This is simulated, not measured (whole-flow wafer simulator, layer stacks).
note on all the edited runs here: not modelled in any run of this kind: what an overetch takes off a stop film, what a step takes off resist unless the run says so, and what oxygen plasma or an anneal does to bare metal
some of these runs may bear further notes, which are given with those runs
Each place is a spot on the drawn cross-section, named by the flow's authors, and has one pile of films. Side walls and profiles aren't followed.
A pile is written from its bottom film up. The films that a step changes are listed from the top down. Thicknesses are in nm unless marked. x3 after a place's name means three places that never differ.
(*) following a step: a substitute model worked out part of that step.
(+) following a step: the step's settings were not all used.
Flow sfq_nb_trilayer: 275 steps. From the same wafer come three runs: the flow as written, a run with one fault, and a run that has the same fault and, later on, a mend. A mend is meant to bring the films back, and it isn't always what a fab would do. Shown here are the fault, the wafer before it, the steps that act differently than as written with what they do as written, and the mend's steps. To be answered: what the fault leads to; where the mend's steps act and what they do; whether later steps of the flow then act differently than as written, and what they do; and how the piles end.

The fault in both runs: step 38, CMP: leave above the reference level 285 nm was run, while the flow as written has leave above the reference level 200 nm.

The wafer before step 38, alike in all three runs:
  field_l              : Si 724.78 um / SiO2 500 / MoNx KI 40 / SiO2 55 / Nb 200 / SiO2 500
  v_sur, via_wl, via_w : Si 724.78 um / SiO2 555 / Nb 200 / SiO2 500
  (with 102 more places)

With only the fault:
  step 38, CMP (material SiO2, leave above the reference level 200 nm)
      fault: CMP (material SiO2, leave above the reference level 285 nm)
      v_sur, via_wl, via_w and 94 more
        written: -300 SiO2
        fault: -215 SiO2
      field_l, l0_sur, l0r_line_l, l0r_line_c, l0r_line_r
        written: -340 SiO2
        fault: -255 SiO2
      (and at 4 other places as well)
  Steps further on in the flow that do not act as written (4 more steps, not shown, differ only slightly: by at most 2% or 0.5 nm, whichever is larger):
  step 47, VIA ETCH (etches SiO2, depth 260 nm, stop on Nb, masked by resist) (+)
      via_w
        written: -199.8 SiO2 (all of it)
        fault: -260 SiO2
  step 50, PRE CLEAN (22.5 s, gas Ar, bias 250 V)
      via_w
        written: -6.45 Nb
        fault: -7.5 SiO2
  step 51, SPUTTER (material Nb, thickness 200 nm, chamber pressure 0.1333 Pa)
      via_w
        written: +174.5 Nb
        fault: +163.1 Nb (new film)
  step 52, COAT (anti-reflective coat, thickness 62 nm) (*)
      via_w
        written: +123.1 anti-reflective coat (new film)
        fault: +136.1 anti-reflective coat (new film)
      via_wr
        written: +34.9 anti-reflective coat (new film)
        fault: +33.2 anti-reflective coat (new film)
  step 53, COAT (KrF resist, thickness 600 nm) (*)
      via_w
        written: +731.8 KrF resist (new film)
        fault: +781.6 KrF resist (new film)
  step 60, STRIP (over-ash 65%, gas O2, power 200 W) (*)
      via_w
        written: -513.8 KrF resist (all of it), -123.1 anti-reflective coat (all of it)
        fault: -563.6 KrF resist (all of it), -136.1 anti-reflective coat (all of it)
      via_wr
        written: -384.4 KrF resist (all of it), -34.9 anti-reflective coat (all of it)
        fault: -378.6 KrF resist (all of it), -33.2 anti-reflective coat (all of it)
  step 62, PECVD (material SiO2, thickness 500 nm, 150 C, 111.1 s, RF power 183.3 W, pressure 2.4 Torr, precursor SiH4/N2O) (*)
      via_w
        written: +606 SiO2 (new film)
        fault: +678.7 SiO2 (new film)
  By the end, the piles at field_l, v_sur, via_wl and 103 more depart from the flow's by more than 2% or 0.5 nm, whichever is larger.
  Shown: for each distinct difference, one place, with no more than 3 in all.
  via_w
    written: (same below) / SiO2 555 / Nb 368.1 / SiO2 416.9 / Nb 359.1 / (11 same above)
    fault: (same below) / SiO2 555 / Nb 200 / SiO2 17.3 / Nb 163.1 / SiO2 489.6 / Nb 359.1 / (11 same above)
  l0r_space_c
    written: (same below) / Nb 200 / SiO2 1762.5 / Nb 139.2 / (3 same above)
    fault: (same below) / Nb 200 / SiO2 1847.5 / Nb 139.2 / (3 same above)
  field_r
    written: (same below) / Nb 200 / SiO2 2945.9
    fault: (same below) / Nb 200 / SiO2 3030.9

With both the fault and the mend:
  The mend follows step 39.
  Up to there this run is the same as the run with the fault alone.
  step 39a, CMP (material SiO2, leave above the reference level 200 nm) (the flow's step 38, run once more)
      field_l, v_sur, via_wl and 103 more
        -85 SiO2
  Every later step of the flow that is run acts as written at every place that is followed.
  By the end, the piles equal the flow's at every place that both follow.
